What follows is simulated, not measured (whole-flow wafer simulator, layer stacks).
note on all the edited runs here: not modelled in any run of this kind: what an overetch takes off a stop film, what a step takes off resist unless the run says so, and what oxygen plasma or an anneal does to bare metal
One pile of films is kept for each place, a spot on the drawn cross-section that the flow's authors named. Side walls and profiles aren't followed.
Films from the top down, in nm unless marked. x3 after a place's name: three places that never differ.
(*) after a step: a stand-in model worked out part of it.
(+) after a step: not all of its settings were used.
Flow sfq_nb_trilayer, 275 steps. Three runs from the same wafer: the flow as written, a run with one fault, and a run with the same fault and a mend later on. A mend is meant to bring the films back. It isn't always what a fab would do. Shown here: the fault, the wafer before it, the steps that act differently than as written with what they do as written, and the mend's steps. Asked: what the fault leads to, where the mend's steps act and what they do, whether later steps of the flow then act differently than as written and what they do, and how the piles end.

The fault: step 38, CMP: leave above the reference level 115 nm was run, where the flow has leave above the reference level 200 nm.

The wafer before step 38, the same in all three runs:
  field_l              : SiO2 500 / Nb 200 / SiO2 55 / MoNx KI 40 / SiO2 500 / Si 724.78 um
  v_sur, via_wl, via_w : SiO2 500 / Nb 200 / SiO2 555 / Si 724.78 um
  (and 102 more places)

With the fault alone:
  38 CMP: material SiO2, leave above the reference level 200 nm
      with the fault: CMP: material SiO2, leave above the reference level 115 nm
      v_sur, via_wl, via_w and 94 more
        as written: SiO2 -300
        with the fault: SiO2 -385
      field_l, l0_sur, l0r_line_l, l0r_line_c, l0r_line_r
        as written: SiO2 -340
        with the fault: SiO2 -425
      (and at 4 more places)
  Later steps of the flow that act differently than as written (3 more steps differ only slightly, by at most 2% or 0.5 nm, whichever is larger, and aren't shown):
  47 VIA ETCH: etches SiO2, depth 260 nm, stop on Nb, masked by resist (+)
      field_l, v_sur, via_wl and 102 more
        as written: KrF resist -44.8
        with the fault: KrF resist -29.7
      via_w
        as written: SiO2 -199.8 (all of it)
        with the fault: SiO2 -114.8 (all of it)
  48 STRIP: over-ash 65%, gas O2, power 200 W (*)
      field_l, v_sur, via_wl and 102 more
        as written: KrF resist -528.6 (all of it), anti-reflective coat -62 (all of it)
        with the fault: KrF resist -543.7 (all of it), anti-reflective coat -62 (all of it)
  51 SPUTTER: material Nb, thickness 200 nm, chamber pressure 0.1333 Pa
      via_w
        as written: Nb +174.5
        with the fault: Nb +191.5
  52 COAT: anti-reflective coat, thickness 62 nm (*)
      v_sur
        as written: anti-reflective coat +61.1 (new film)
        with the fault: anti-reflective coat +56.7 (new film)
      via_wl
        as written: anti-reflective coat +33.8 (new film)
        with the fault: anti-reflective coat +31.6 (new film)
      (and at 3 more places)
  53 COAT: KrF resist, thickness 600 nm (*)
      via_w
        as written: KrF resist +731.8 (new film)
        with the fault: KrF resist +656.5 (new film)
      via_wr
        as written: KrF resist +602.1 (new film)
        with the fault: KrF resist +615.2 (new film)
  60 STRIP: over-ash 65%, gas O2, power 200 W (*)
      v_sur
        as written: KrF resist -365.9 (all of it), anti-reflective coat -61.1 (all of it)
        with the fault: KrF resist -376.6 (all of it), anti-reflective coat -56.7 (all of it)
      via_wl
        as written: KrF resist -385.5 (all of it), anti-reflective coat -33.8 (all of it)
        with the fault: KrF resist -397.4 (all of it), anti-reflective coat -31.6 (all of it)
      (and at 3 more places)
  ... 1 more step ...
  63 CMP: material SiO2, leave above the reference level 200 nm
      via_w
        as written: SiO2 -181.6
        with the fault: SiO2 -177.6
  At the end the piles differ from the flow's by more than 2% or 0.5 nm, whichever is larger, at field_l, v_sur, via_wl and 103 more.
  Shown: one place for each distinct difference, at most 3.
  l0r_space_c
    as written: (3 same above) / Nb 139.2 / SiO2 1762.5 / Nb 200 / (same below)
    with the fault: (3 same above) / Nb 139.2 / SiO2 1677.5 / Nb 200 / (same below)
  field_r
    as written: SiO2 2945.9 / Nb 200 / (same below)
    with the fault: SiO2 2860.9 / Nb 200 / (same below)
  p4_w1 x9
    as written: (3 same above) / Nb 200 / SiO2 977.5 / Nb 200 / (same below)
    with the fault: (3 same above) / Nb 200 / SiO2 892.5 / Nb 200 / (same below)

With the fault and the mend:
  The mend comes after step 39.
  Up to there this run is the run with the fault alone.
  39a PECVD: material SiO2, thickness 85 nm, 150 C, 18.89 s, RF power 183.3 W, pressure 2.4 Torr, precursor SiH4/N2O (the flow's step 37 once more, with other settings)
      field_l, v_sur, via_wl and 103 more
        SiO2 +85
  No later step of the flow acts differently than as written at any place that is followed.
  At the end the piles are the same as the flow's at every place that both follow.
